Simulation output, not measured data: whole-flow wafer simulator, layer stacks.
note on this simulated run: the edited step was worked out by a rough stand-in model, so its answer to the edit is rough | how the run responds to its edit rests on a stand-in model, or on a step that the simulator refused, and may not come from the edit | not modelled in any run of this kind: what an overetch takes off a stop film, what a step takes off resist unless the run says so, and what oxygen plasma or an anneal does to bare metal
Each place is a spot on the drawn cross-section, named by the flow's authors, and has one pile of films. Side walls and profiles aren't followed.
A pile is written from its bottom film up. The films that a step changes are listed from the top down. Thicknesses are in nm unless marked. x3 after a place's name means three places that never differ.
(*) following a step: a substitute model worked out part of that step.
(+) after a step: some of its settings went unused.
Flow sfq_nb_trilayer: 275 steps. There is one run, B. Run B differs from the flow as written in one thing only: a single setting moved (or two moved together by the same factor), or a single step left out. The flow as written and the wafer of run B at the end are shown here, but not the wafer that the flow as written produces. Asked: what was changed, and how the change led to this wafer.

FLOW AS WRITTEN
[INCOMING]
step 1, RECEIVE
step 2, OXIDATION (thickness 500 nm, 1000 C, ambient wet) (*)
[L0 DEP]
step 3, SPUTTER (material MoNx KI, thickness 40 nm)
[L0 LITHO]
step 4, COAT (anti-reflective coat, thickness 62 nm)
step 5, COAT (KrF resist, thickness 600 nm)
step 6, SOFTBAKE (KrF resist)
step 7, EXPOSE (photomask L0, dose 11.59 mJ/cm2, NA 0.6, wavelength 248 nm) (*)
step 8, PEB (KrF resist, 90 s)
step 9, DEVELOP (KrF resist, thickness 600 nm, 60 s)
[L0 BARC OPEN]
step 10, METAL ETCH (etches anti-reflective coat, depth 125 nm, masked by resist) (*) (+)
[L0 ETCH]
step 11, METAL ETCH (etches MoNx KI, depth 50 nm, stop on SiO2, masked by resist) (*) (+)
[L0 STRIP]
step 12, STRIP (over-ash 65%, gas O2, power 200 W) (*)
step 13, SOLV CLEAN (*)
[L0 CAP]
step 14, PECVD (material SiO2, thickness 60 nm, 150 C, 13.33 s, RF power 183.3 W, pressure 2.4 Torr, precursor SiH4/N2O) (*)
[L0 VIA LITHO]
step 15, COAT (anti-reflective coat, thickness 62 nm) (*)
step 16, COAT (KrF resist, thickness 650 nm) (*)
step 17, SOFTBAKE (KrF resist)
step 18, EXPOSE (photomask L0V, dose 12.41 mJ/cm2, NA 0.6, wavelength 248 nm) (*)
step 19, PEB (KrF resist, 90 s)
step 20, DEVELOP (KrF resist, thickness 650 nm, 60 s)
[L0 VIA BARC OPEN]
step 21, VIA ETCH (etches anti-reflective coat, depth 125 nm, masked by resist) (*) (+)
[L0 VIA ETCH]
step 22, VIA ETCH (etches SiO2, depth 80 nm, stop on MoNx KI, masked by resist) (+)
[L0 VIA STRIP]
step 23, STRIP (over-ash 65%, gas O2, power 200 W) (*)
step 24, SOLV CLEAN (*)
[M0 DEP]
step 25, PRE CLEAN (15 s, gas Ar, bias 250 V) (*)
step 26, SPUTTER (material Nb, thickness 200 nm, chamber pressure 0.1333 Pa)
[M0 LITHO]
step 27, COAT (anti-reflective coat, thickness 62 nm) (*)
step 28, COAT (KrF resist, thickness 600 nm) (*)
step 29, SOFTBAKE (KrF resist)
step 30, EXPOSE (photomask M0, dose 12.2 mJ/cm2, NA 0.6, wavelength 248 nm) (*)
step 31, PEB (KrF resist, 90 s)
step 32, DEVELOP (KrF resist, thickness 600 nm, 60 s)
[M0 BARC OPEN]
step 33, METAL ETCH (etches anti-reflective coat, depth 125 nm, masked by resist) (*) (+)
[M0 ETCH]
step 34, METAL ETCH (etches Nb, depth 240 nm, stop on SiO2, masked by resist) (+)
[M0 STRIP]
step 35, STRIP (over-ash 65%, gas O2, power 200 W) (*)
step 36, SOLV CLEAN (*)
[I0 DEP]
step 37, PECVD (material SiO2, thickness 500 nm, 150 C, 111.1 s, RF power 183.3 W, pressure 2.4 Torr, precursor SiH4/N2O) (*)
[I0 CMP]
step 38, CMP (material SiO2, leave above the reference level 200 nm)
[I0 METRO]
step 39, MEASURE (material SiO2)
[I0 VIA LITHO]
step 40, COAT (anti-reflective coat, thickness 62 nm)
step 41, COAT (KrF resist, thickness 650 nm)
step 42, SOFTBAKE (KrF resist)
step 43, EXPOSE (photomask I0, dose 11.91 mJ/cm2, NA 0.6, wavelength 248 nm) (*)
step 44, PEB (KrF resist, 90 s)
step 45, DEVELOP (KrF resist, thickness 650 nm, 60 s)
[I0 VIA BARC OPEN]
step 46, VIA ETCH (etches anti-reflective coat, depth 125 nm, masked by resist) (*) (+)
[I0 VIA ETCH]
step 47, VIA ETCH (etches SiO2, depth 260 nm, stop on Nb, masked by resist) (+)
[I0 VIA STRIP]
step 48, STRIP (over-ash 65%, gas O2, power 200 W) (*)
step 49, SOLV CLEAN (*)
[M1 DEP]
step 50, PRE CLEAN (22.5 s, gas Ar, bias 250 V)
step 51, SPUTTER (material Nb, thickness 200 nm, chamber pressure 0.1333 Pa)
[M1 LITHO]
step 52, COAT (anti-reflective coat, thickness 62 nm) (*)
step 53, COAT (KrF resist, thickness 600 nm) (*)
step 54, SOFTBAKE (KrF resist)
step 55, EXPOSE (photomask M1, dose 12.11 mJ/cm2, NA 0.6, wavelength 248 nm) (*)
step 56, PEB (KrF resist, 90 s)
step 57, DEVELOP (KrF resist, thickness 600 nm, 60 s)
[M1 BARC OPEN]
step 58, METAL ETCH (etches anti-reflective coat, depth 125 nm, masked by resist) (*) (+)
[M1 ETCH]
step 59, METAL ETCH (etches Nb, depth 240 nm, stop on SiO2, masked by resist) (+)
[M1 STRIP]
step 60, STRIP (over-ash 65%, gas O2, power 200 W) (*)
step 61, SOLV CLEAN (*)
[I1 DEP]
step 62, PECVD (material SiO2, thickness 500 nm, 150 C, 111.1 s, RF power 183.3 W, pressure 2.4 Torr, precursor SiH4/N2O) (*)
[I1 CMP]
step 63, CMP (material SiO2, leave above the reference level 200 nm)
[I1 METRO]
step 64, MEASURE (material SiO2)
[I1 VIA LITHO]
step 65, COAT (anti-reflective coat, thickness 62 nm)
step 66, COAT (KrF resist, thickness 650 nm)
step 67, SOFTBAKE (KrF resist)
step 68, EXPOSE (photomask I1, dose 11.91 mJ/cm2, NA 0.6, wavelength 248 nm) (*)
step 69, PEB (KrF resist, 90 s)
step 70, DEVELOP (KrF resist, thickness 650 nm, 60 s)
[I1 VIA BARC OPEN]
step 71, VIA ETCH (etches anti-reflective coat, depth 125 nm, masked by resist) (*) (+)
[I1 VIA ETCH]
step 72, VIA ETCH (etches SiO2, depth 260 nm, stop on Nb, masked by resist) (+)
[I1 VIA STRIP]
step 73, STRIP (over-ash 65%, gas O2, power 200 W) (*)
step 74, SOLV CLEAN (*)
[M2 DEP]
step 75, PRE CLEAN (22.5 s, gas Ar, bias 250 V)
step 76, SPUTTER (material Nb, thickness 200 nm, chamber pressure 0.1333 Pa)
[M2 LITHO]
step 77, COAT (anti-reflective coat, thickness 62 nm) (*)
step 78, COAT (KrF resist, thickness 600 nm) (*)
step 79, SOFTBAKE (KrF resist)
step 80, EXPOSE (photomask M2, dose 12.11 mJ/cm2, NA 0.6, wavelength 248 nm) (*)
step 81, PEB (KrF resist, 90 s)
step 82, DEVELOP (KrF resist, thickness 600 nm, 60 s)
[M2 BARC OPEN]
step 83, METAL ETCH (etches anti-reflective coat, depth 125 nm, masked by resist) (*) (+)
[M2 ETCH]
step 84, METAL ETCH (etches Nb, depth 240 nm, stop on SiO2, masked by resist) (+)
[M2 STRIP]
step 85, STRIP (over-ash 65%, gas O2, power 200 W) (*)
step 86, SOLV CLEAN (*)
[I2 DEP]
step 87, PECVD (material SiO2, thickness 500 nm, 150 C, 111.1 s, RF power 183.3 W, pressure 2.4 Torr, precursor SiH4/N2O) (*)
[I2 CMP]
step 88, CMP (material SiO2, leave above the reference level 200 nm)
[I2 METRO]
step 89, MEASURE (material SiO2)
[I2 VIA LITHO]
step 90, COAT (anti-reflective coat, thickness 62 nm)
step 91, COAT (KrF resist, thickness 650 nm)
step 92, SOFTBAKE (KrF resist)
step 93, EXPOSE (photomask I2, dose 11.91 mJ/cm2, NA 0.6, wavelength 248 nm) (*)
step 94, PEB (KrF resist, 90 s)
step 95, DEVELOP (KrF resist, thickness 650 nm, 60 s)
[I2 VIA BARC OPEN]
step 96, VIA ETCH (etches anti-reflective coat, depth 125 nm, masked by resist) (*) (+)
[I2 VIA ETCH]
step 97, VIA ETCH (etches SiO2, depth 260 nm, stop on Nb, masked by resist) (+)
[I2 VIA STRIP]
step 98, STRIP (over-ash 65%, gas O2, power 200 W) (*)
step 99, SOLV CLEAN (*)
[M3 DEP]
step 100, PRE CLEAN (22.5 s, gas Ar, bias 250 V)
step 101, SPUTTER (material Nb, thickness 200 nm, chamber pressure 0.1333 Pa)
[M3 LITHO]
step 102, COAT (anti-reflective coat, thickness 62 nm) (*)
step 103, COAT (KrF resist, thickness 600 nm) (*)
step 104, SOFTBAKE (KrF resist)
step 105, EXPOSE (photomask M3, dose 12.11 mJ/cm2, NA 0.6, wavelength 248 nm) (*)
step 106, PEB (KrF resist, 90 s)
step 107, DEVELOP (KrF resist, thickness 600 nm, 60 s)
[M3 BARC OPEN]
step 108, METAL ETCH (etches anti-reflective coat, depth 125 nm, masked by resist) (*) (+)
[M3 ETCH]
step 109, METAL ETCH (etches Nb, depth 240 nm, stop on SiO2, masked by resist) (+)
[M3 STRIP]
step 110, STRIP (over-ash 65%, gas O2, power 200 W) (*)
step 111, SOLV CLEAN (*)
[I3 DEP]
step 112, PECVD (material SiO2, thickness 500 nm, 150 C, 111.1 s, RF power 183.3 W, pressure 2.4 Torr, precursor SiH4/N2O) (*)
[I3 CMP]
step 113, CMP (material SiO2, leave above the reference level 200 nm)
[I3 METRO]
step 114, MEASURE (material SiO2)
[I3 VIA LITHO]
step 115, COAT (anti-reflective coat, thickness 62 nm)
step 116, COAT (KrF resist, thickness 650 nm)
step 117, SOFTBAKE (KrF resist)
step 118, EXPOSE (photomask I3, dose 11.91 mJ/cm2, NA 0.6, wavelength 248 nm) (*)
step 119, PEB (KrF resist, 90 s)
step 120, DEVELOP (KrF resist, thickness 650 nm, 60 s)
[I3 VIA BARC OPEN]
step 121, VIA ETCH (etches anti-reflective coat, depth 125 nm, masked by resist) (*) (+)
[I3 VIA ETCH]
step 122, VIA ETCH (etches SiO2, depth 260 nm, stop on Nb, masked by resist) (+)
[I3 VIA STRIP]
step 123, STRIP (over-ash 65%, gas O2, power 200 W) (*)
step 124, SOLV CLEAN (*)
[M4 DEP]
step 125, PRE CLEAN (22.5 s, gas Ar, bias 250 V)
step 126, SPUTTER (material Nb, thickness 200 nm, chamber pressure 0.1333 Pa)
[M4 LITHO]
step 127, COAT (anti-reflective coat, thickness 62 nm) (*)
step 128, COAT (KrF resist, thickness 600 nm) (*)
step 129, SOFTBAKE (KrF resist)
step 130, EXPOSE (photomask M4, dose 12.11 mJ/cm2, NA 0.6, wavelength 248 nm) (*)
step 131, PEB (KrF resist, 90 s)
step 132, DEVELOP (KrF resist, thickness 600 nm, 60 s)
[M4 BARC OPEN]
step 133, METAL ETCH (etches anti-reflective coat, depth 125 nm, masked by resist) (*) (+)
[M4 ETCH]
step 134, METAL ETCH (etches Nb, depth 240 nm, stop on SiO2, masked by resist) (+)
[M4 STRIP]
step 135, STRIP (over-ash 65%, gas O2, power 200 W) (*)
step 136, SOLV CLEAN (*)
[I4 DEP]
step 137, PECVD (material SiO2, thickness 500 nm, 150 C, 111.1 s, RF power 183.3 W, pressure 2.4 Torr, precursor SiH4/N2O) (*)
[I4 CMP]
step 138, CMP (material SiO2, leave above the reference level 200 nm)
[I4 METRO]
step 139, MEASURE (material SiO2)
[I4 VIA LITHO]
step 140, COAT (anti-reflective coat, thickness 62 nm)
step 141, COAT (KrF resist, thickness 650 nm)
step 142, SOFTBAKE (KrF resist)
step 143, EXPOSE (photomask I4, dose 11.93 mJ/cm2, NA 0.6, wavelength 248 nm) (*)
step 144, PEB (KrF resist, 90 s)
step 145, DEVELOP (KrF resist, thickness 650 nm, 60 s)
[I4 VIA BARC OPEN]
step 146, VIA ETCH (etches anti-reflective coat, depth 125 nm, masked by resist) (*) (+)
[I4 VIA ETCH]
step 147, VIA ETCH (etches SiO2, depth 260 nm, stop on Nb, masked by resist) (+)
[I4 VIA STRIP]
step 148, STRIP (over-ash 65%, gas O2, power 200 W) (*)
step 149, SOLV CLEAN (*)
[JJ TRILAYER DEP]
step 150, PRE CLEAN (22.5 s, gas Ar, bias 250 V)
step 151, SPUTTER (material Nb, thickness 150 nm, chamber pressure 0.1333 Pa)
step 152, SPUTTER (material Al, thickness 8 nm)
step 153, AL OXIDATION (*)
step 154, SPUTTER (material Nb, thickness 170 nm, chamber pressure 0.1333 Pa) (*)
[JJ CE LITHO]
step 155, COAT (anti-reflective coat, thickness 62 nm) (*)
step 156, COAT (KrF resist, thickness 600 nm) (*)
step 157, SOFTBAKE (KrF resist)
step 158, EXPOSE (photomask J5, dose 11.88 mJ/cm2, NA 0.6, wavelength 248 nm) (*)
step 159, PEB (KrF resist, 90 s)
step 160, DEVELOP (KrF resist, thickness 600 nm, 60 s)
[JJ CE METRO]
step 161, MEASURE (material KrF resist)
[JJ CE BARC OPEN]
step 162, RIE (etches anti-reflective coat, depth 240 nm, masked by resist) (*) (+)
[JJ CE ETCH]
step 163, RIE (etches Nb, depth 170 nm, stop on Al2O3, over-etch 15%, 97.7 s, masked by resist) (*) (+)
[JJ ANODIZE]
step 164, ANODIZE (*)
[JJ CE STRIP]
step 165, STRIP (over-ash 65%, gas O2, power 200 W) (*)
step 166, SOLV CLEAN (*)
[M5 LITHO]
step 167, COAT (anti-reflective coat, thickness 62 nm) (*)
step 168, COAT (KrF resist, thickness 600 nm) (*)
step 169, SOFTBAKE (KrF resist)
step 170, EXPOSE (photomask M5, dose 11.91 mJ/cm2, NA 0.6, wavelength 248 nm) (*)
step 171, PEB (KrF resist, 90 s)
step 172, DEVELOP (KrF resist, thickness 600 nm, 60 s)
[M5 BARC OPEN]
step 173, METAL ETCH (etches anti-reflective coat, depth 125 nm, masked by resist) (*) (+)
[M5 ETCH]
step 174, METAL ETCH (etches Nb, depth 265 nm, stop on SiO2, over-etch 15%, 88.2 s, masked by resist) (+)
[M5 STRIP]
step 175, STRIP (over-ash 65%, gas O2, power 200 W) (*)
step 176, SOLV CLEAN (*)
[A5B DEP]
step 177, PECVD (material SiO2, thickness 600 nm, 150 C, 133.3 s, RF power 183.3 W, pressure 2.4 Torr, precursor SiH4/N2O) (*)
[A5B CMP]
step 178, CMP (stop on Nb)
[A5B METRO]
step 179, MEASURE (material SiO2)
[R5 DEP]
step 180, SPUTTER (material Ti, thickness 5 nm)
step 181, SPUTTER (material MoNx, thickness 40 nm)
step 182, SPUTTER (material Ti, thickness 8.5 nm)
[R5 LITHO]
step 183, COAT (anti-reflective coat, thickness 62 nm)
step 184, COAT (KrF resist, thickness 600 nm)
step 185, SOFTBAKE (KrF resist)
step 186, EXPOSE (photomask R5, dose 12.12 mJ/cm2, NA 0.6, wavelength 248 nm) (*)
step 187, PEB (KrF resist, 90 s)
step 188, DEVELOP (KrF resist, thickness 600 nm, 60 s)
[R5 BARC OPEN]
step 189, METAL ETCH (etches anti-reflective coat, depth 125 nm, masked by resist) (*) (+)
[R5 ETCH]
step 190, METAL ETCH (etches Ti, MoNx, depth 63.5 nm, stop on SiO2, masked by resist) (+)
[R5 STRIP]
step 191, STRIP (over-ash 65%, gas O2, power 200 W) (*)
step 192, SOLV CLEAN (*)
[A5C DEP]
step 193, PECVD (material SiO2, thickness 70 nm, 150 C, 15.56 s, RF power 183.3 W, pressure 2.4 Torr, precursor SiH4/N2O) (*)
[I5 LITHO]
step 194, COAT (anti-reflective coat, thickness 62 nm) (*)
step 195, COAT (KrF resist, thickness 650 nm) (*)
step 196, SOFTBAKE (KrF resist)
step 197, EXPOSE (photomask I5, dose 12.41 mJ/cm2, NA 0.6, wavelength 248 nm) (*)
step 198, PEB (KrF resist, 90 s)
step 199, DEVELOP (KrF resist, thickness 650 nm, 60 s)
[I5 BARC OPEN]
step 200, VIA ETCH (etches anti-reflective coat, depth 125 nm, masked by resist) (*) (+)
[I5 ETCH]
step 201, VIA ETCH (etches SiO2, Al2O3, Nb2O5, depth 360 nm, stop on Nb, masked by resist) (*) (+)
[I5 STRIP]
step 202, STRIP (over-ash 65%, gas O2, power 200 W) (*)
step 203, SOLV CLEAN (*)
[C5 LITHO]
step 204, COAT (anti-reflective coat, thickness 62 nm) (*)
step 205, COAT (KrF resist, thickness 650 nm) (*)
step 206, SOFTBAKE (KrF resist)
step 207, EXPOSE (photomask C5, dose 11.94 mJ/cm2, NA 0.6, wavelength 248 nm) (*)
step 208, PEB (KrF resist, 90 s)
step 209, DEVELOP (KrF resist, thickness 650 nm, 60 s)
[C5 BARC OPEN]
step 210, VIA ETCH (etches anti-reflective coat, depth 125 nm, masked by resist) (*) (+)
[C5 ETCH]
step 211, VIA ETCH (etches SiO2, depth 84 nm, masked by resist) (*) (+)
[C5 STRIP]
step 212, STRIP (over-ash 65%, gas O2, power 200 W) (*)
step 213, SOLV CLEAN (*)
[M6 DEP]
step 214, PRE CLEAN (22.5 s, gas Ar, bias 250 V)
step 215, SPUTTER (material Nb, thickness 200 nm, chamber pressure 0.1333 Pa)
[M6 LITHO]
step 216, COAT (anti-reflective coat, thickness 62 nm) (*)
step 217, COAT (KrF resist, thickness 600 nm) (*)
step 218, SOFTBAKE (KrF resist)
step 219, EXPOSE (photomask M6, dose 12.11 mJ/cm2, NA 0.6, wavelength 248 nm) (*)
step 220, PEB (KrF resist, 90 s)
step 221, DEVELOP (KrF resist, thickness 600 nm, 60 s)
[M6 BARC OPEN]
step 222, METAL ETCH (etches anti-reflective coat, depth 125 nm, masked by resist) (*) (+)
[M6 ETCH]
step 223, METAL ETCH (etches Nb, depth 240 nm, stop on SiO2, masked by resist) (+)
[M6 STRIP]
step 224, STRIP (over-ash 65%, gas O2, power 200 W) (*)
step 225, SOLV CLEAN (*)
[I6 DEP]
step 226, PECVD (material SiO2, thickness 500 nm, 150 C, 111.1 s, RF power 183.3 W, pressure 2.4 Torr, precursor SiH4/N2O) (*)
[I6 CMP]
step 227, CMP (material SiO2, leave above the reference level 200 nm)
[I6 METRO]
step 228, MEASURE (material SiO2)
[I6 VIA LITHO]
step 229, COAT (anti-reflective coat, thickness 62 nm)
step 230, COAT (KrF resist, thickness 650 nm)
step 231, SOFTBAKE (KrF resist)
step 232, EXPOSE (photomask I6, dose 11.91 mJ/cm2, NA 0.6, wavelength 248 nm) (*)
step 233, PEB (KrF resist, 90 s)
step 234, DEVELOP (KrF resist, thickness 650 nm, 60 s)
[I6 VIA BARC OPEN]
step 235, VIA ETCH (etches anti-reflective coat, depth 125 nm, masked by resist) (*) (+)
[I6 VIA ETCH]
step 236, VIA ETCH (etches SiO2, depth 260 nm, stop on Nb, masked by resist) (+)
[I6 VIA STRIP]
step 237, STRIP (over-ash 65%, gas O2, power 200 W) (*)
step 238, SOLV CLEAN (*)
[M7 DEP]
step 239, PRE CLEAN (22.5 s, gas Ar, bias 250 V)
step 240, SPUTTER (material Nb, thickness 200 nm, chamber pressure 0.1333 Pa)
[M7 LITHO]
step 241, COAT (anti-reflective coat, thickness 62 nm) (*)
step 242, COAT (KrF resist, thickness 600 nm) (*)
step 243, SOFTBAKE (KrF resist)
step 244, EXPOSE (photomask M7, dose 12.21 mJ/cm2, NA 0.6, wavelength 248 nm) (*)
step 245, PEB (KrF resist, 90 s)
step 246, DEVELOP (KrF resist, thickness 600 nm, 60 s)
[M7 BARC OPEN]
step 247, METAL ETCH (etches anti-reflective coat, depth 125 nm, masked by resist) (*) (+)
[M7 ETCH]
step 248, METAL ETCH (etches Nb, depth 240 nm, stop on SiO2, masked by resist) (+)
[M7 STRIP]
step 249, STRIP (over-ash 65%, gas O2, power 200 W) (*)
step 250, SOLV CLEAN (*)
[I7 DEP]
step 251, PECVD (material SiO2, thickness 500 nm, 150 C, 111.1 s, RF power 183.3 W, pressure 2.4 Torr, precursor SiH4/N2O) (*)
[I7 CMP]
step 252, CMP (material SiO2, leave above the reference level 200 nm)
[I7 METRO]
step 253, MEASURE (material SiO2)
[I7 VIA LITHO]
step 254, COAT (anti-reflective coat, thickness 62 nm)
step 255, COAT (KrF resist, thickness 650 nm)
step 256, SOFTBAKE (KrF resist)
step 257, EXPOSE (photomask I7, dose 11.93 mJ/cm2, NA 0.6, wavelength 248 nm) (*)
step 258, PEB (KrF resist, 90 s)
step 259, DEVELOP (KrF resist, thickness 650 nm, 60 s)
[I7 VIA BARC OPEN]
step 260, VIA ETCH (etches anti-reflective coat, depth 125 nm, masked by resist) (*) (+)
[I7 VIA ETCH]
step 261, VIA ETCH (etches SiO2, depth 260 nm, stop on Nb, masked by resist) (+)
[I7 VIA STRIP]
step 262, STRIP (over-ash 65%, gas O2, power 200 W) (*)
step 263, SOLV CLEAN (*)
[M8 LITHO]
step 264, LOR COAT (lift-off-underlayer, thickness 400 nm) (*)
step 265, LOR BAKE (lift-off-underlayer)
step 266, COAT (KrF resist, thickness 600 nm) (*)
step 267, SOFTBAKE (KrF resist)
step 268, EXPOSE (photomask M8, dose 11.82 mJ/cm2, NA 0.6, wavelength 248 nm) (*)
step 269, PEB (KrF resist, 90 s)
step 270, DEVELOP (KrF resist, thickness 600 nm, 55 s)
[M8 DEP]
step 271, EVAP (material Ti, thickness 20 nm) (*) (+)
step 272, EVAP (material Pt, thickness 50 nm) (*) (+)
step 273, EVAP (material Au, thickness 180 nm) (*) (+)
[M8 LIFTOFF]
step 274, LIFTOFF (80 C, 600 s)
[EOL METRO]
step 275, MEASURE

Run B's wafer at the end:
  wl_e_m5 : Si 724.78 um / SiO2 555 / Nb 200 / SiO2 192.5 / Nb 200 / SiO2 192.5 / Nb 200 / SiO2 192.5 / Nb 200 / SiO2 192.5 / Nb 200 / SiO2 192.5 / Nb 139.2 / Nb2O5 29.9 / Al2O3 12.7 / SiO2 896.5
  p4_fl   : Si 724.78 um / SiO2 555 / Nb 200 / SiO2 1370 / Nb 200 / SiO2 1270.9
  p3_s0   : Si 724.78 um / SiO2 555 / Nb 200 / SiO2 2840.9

Cause: step 251, PECVD: thickness 295 nm was run, whereas the flow has thickness 500 nm; step 251, PECVD: 65.56 s was run, where the flow has 111.1 s.

The path from the change to this, step by step:
  step 251, PECVD (material SiO2, thickness 500 nm, 150 C, 111.1 s, RF power 183.3 W, pressure 2.4 Torr, precursor SiH4/N2O) (*)
      field_l, p4_fl, p4_fm and 56 more: SiO2 gains 295 (it would be, as written: SiO2 gains 500)
      v_sur, via_wl, via_w and 37 more: SiO2 gains 295 (new film) (it would be, as written: SiO2 gains 500 (new film))
      (and at 7 other places as well)
  step 252, CMP (material SiO2, leave above the reference level 200 nm)
      field_l, p4_fl, p4_fm and 56 more: nothing (it would be, as written: SiO2 loses 100)
      field_r, lsp_l: nothing (it would be, as written: SiO2 loses 77.7)
      (and at 45 other places as well)
  step 254, COAT (anti-reflective coat, thickness 62 nm)
      p3_s2, p3_l5, p3_s5, m0r_line_l, m6r_line_l: anti-reflective coat gains 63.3 (new film) (it would be, as written: anti-reflective coat gains 62 (new film))
      gap, jj_sur, be_r, r_sur: anti-reflective coat gains 57.2 (new film) (it would be, as written: anti-reflective coat gains 62 (new film))
      (and at 85 other places as well)
  step 255, COAT (KrF resist, thickness 650 nm)
      m0r_line_l, r5r_line_r, m6r_line_l: KrF resist gains 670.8 (new film) (it would be, as written: KrF resist gains 650 (new film))
      field_l, wl_c_sr: KrF resist gains 673.2 (new film) (it would be, as written: KrF resist gains 650 (new film))
      (and at 56 other places as well)
  step 259, DEVELOP (KrF resist, thickness 650 nm, 60 s)
      via_wl: KrF resist loses 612 (all of it) (it would be, as written: KrF resist loses 648.6 (all of it))
      via_w: KrF resist loses 617.8 (all of it) (it would be, as written: KrF resist loses 648.6 (all of it))
      (and at 1 other place as well)
  step 260, VIA ETCH (etches anti-reflective coat, depth 125 nm, masked by resist) (*) (+)
      field_l, v_sur, via_sp and 100 more: KrF resist loses 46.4 (it would be, as written: KrF resist loses 51.7)
      via_wl: anti-reflective coat loses 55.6 (all of it), SiO2 loses 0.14 (it would be, as written: anti-reflective coat loses 62 (all of it), SiO2 loses 0.16)
      (and at 2 other places as well)
  step 262, STRIP (over-ash 65%, gas O2, power 200 W) (*)
      ce_l, sp_r: KrF resist loses 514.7 (all of it), anti-reflective coat loses 57.3 (all of it) (it would be, as written: KrF resist loses 528.6 (all of it), anti-reflective coat loses 62 (all of it))
      c5j, ce_r: KrF resist loses 514.8 (all of it), anti-reflective coat loses 57.3 (all of it) (it would be, as written: KrF resist loses 528.6 (all of it), anti-reflective coat loses 62 (all of it))
      (and at 89 other places as well)
  step 264, LOR COAT (lift-off-underlayer, thickness 400 nm) (*)
      wl_a_sl, wl_g_sr: lift-off-underlayer gains 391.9 (new film) (it would be, as written: lift-off-underlayer gains 400 (new film))
      wl_d_m1, wl_d_sr: lift-off-underlayer gains 417 (new film) (it would be, as written: lift-off-underlayer gains 400 (new film))
      (and at 81 other places as well)
  step 266, COAT (KrF resist, thickness 600 nm) (*)
      wl_d_m1, wl_d_sr: KrF resist gains 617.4 (new film) (it would be, as written: KrF resist gains 600 (new film))
      via_wl: KrF resist gains 609.7 (new film) (it would be, as written: KrF resist gains 625.2 (new film))
      (and at 27 other places as well)
  step 270, DEVELOP (KrF resist, thickness 600 nm, 55 s)
      field_l: KrF resist loses 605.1 (all of it), lift-off-underlayer loses 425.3 (all of it) (it would be, as written: KrF resist loses 593.7 (all of it), lift-off-underlayer loses 388.2 (all of it))
      v_sur: KrF resist loses 595.2 (all of it), lift-off-underlayer loses 332 (all of it) (it would be, as written: KrF resist loses 607.3 (all of it), lift-off-underlayer loses 369.4 (all of it))
      (and at 9 other places as well)
  step 274, LIFTOFF (80 C, 600 s)
      wl_d_m1, wl_d_sr: Au loses 180 (all of it), Pt loses 50 (all of it), Ti loses 20 (all of it), KrF resist loses 593.6 (all of it), lift-off-underlayer loses 417 (all of it) (it would be, as written: Au loses 180 (all of it), Pt loses 50 (all of it), Ti loses 20 (all of it), KrF resist loses 576.2 (all of it), lift-off-underlayer loses 400 (all of it))
      m0r_line_l, m6r_line_l: Au loses 180 (all of it), Pt loses 50 (all of it), Ti loses 20 (all of it), KrF resist loses 585.6 (all of it), lift-off-underlayer loses 425.1 (all of it) (it would be, as written: Au loses 180 (all of it), Pt loses 50 (all of it), Ti loses 20 (all of it), KrF resist loses 576.2 (all of it), lift-off-underlayer loses 400 (all of it))
      (and at 70 other places as well)
